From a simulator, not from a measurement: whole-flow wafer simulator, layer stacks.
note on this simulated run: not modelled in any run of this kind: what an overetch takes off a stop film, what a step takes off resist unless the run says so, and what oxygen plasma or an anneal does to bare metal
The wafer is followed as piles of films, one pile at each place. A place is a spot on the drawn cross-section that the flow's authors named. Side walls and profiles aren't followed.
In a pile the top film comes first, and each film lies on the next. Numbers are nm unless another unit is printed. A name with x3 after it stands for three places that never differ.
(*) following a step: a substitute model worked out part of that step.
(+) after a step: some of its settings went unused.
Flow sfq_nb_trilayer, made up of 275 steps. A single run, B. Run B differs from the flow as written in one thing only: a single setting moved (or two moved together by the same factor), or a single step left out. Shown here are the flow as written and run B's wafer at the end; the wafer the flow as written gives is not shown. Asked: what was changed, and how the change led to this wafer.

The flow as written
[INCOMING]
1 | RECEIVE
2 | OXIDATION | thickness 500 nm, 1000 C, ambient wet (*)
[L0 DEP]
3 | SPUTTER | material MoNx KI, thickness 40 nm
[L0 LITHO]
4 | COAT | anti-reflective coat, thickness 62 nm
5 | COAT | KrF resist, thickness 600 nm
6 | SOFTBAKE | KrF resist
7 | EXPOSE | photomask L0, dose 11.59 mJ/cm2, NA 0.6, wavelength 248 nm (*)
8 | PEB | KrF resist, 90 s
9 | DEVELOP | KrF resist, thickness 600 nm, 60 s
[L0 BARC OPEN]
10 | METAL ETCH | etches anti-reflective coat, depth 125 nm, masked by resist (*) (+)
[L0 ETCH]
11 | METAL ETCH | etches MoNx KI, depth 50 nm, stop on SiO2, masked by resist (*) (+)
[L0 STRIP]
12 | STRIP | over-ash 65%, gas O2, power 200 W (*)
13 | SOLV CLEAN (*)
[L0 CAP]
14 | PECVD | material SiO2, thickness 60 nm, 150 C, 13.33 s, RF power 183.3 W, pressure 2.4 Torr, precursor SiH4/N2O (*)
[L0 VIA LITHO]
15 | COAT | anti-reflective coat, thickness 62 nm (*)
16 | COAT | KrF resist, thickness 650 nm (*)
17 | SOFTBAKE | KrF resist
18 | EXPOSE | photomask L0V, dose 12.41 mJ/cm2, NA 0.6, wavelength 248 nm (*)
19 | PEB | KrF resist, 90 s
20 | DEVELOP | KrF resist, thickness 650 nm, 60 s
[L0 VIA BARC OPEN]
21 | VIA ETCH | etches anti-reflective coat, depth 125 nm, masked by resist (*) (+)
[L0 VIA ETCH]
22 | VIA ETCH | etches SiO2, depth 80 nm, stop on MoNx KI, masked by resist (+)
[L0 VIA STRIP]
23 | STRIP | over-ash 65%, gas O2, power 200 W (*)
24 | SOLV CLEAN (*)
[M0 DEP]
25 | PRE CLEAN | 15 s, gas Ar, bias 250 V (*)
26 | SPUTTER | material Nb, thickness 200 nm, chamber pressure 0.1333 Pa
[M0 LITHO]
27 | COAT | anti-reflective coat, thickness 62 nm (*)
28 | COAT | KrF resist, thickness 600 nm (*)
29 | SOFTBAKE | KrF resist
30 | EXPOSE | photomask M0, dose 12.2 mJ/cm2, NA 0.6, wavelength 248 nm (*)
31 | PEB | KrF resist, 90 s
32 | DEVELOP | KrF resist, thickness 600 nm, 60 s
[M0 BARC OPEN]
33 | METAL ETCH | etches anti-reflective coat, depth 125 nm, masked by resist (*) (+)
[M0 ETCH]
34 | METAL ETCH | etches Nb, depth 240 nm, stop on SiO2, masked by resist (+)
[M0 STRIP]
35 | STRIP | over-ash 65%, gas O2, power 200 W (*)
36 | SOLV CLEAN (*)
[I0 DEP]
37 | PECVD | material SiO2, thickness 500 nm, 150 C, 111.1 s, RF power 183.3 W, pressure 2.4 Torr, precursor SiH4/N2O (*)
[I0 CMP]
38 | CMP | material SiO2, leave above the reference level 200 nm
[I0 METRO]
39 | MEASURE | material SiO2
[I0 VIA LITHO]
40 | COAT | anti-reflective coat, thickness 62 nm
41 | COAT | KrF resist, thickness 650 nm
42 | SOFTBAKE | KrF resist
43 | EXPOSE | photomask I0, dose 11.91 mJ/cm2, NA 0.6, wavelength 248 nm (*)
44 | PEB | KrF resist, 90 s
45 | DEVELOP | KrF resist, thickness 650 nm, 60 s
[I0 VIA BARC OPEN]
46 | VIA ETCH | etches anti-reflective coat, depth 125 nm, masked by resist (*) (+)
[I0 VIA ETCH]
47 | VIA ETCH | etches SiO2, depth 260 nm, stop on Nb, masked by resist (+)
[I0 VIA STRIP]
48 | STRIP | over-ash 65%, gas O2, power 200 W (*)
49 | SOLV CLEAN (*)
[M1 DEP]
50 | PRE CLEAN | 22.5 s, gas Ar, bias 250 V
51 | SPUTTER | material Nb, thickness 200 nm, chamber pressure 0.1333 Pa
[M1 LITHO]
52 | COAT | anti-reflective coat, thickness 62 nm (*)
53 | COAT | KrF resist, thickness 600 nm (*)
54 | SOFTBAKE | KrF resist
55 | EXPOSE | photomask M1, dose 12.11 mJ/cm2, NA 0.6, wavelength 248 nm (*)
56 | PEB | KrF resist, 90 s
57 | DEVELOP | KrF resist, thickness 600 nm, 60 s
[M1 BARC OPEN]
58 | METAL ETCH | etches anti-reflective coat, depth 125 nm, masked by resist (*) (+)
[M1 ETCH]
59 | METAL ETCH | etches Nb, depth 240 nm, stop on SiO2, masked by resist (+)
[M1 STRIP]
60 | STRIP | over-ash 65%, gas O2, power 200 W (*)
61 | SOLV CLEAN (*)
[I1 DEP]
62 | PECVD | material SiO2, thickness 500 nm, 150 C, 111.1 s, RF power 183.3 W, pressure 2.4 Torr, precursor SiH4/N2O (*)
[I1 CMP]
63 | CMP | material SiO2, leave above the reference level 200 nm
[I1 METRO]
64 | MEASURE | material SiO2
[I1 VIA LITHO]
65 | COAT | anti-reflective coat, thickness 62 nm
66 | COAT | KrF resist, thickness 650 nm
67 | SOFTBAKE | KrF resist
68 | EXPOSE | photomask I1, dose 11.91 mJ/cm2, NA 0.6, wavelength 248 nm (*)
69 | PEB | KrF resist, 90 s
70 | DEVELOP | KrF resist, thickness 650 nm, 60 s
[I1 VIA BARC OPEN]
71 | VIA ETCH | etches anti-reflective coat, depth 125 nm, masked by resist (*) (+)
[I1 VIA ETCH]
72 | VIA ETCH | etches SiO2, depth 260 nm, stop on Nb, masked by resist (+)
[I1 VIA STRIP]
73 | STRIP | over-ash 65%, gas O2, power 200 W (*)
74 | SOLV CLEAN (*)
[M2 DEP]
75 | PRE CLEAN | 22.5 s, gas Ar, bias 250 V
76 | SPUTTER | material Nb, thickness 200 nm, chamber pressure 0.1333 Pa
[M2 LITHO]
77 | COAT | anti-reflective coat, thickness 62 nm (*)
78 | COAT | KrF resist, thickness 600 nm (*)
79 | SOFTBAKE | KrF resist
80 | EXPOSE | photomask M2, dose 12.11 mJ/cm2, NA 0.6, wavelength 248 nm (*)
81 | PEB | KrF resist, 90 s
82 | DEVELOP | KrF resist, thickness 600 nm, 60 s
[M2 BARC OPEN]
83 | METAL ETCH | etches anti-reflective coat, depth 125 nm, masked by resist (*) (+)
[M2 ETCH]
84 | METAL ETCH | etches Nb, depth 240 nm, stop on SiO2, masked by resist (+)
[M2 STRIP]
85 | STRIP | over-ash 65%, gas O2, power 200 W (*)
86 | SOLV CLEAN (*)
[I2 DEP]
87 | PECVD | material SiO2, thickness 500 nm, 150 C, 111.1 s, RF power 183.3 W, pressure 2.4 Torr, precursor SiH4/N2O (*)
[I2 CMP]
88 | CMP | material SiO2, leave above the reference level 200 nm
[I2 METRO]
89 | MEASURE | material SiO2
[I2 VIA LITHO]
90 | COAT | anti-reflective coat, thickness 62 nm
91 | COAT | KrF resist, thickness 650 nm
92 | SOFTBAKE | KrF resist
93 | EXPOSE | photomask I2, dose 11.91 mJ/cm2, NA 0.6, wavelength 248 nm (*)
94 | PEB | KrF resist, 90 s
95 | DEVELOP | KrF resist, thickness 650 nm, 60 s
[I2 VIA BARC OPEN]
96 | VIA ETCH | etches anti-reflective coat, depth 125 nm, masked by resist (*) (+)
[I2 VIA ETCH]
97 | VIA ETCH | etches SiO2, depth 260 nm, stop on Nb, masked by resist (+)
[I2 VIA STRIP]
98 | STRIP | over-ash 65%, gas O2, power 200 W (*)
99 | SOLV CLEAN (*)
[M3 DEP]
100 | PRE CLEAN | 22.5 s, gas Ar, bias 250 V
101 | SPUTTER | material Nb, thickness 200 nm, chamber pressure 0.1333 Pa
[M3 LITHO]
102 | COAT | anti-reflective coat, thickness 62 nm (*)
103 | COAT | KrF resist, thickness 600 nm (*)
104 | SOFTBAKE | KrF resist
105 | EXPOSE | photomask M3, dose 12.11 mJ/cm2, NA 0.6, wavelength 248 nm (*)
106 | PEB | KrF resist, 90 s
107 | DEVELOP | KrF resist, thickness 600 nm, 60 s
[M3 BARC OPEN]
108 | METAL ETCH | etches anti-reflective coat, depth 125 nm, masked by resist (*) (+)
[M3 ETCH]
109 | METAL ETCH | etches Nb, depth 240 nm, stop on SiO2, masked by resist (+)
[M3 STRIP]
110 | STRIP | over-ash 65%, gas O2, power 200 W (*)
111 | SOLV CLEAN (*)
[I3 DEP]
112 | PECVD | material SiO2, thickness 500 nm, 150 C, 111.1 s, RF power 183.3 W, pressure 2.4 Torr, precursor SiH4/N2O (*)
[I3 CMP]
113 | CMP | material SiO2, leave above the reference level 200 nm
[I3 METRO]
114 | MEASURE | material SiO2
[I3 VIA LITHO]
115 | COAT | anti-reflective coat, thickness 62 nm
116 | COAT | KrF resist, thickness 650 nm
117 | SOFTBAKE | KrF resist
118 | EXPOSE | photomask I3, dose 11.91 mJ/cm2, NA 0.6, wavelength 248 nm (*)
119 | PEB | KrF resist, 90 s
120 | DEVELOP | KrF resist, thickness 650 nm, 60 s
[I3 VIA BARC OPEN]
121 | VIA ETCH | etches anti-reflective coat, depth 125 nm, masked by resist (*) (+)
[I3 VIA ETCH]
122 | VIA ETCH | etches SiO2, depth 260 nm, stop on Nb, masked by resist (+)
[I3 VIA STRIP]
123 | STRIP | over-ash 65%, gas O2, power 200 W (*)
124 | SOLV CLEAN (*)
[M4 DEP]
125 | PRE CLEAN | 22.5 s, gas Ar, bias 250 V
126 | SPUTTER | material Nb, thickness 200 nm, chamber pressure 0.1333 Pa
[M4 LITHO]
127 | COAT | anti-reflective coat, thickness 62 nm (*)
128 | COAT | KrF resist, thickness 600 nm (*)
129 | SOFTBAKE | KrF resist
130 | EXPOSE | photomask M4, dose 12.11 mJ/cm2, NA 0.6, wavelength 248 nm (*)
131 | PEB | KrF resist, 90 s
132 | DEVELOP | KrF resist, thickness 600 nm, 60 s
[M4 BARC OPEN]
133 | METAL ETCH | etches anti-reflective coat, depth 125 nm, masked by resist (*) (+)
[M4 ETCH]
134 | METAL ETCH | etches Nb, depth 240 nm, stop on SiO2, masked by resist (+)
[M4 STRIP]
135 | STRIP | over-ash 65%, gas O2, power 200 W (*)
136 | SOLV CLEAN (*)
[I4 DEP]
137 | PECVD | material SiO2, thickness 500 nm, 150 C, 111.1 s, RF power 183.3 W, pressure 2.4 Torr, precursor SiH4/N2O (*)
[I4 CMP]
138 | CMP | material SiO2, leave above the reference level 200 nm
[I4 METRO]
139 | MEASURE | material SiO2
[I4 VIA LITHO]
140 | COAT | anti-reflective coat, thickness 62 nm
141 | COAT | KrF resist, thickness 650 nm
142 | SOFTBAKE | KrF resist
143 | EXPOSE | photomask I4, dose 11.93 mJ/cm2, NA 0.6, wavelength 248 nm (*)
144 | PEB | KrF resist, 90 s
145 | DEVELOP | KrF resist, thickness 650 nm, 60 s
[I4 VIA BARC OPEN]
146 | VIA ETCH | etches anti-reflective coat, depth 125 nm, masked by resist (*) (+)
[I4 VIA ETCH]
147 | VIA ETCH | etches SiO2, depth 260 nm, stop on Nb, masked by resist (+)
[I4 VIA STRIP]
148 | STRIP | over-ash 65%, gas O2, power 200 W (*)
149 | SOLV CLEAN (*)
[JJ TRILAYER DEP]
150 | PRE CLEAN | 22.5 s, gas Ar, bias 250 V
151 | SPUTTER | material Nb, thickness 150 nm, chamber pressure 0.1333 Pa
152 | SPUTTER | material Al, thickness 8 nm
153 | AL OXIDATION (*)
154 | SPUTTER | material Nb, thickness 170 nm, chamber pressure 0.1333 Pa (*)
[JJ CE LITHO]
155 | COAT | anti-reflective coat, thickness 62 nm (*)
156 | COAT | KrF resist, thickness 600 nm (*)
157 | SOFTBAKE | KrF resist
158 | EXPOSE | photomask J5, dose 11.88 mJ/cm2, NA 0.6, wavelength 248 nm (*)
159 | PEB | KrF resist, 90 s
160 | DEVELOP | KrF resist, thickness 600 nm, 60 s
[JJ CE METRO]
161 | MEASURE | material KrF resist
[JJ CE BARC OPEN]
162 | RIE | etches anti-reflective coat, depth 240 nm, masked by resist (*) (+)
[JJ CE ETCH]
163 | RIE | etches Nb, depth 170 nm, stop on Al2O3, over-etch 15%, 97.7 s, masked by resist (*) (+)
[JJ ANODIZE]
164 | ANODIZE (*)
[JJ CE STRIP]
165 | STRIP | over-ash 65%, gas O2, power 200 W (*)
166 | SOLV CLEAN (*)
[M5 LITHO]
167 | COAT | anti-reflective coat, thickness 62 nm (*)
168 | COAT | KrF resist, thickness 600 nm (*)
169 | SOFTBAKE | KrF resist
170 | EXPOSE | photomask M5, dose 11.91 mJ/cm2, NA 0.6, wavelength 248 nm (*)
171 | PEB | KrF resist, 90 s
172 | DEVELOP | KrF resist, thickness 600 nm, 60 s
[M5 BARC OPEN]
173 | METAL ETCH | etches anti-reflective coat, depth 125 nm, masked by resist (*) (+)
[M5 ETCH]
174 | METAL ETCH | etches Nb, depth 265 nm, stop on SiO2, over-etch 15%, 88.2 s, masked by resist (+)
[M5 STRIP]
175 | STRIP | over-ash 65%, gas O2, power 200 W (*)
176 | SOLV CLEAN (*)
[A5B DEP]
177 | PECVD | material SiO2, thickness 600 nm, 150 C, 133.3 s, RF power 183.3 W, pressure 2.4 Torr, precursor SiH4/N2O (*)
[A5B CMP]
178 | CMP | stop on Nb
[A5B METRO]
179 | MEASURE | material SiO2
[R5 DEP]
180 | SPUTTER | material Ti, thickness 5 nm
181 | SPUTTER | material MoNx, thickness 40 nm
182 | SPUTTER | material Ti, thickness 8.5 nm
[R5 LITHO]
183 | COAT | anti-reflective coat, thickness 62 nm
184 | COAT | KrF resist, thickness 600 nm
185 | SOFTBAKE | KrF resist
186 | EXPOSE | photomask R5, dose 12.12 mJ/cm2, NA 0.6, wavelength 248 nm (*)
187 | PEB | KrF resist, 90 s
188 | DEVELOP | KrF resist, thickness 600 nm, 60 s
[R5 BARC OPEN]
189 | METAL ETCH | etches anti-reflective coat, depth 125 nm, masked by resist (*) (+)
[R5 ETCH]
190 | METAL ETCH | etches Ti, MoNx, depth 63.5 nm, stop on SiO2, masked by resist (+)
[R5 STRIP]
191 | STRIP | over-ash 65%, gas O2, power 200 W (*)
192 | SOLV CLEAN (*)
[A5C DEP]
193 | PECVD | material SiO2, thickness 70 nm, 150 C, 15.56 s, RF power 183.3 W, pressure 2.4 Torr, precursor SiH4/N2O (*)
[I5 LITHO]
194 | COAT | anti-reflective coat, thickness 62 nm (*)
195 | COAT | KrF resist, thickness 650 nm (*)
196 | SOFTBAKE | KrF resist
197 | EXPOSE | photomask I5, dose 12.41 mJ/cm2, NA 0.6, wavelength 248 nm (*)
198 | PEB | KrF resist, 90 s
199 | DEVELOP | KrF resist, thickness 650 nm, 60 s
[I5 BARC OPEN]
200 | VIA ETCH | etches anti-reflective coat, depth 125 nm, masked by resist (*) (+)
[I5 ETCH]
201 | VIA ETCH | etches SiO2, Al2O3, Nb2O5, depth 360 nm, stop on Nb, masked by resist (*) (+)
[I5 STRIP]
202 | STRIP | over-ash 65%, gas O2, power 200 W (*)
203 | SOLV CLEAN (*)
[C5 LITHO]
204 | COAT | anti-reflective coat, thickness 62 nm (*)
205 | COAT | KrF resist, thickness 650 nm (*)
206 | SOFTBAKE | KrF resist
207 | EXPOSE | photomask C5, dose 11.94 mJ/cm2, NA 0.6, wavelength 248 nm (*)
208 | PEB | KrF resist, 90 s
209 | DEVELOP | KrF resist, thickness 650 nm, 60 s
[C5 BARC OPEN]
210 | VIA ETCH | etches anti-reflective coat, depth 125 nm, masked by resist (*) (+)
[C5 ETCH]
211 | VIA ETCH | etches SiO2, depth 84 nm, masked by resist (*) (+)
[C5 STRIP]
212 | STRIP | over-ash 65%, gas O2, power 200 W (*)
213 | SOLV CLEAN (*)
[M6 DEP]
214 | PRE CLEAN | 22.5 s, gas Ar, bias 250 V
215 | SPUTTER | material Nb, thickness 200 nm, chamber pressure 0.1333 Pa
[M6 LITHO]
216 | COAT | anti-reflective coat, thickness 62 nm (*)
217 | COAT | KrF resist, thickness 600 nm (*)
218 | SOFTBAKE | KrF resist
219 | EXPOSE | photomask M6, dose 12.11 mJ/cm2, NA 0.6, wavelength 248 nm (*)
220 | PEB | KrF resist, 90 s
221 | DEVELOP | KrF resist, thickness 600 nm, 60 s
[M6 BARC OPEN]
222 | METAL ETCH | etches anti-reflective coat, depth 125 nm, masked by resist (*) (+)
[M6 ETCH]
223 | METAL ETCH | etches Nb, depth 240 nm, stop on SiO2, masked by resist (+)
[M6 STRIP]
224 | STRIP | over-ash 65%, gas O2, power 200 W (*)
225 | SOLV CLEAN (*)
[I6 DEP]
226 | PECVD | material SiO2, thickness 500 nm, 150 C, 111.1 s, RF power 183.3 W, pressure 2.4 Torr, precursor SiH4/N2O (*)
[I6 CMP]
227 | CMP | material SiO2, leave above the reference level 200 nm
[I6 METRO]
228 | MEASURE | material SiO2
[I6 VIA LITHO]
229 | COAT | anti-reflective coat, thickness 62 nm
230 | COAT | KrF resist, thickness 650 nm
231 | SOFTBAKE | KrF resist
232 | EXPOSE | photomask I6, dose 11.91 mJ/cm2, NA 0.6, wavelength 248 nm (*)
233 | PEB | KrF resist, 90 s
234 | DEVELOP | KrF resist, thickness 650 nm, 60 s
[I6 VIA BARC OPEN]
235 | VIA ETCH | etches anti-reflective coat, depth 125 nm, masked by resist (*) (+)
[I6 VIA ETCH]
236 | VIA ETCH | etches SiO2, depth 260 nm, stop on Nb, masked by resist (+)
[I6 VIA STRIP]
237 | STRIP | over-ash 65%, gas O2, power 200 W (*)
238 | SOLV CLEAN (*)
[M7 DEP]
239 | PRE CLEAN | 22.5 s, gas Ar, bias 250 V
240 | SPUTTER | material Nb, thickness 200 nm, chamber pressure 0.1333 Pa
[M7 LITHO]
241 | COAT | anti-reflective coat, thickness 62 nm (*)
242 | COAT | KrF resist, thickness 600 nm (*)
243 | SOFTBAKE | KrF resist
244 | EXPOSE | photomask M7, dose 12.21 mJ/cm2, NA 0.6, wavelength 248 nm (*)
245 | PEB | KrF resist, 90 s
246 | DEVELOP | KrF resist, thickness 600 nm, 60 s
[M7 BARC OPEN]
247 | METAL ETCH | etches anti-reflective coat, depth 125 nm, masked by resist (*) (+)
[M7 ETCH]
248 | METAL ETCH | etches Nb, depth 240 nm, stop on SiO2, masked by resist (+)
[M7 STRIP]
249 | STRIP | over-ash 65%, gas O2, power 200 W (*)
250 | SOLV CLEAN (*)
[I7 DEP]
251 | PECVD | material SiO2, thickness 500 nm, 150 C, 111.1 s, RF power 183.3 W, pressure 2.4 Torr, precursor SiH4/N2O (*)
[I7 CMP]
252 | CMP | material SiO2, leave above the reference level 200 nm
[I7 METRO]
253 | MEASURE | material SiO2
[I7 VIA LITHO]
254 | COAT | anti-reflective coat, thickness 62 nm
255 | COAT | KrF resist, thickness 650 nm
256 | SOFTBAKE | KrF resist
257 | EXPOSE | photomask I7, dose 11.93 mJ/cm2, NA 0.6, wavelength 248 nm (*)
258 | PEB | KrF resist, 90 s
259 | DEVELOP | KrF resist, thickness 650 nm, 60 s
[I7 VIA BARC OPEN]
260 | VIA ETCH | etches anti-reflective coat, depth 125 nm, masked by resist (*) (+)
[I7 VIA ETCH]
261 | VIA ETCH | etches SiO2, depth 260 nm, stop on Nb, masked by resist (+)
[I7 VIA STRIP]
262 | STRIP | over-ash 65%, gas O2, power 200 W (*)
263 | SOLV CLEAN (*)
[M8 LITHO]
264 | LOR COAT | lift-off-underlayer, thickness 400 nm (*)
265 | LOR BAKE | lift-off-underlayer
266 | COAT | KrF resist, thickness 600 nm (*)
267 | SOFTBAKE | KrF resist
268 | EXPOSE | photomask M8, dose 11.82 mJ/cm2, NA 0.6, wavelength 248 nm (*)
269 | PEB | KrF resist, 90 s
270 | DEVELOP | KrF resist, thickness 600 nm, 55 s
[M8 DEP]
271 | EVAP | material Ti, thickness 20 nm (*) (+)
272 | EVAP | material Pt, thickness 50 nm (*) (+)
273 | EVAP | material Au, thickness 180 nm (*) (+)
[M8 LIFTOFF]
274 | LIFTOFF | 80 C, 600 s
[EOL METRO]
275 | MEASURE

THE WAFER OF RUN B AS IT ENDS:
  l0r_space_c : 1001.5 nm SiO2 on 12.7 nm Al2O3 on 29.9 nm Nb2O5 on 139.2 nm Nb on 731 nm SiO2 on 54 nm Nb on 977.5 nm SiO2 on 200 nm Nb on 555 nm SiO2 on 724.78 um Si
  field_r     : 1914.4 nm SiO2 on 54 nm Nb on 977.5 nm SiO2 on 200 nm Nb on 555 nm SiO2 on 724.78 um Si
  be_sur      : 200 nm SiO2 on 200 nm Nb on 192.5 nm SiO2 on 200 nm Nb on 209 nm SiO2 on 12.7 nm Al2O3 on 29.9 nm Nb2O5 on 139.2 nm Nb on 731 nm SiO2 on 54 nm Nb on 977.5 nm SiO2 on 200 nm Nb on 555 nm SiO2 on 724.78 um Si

Cause: step 109, METAL ETCH: depth 146 nm was run, while the flow as written has depth 240 nm.

Step by step, how the change led to this:
  109 | METAL ETCH | etches Nb, depth 240 nm, stop on SiO2, masked by resist (+)
      field_l, be, be_sur and 72 more: -146 Nb (it would be, as written: -200 Nb (all of it))
      v_sur, via_wl, via_w and 28 more: -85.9 KrF resist (it would be, as written: -141.2 KrF resist)
  110 | STRIP | over-ash 65%, gas O2, power 200 W (*)
      p4_w1, p4_w2, p4_w3 and 21 more: -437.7 KrF resist (all of it), -62 anti-reflective coat (all of it) (it would be, as written: -382.4 KrF resist (all of it), -62 anti-reflective coat (all of it))
      via_wl, via_wr: -439.5 KrF resist (all of it), -34.2 anti-reflective coat (all of it) (it would be, as written: -384.2 KrF resist (all of it), -34.2 anti-reflective coat (all of it))
      (also at 5 further places)
  112 | PECVD | material SiO2, thickness 500 nm, 150 C, 111.1 s, RF power 183.3 W, pressure 2.4 Torr, precursor SiH4/N2O (*)
      field_l, be, be_sur and 64 more: +500 SiO2 (new film) (it would be, as written: +500 SiO2)
      p4_g1, p4_g2, p3_s0, p3_s1, p3_s2, p3_s3, p3_s4, p3_s5: +503.1 SiO2 (new film) (it would be, as written: +557.1 SiO2)
  113 | CMP | material SiO2, leave above the reference level 200 nm
      field_l, be, be_sur and 64 more: -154 SiO2 (it would be, as written: -100 SiO2)
Taking metal films that touch as one body, l0r_space_c has 3 bodies (between them, from the top down: SiO2 731; SiO2 977.5); the flow as written gives 2 bodies (between them, from the top down: SiO2 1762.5).
Taking metal films that touch as one body, field_r has 2 bodies (between them, from the top down: SiO2 977.5); the flow as written gives 1 body.
Taking metal films that touch as one body, be_sur has 5 bodies (between them, from the top down: SiO2 192.5; SiO2 209 / Al2O3 12.7 / Nb2O5 29.9; SiO2 731; SiO2 977.5); the flow as written gives 4 bodies (between them, from the top down: SiO2 192.5; SiO2 209 / Al2O3 12.7 / Nb2O5 29.9; SiO2 1762.5).
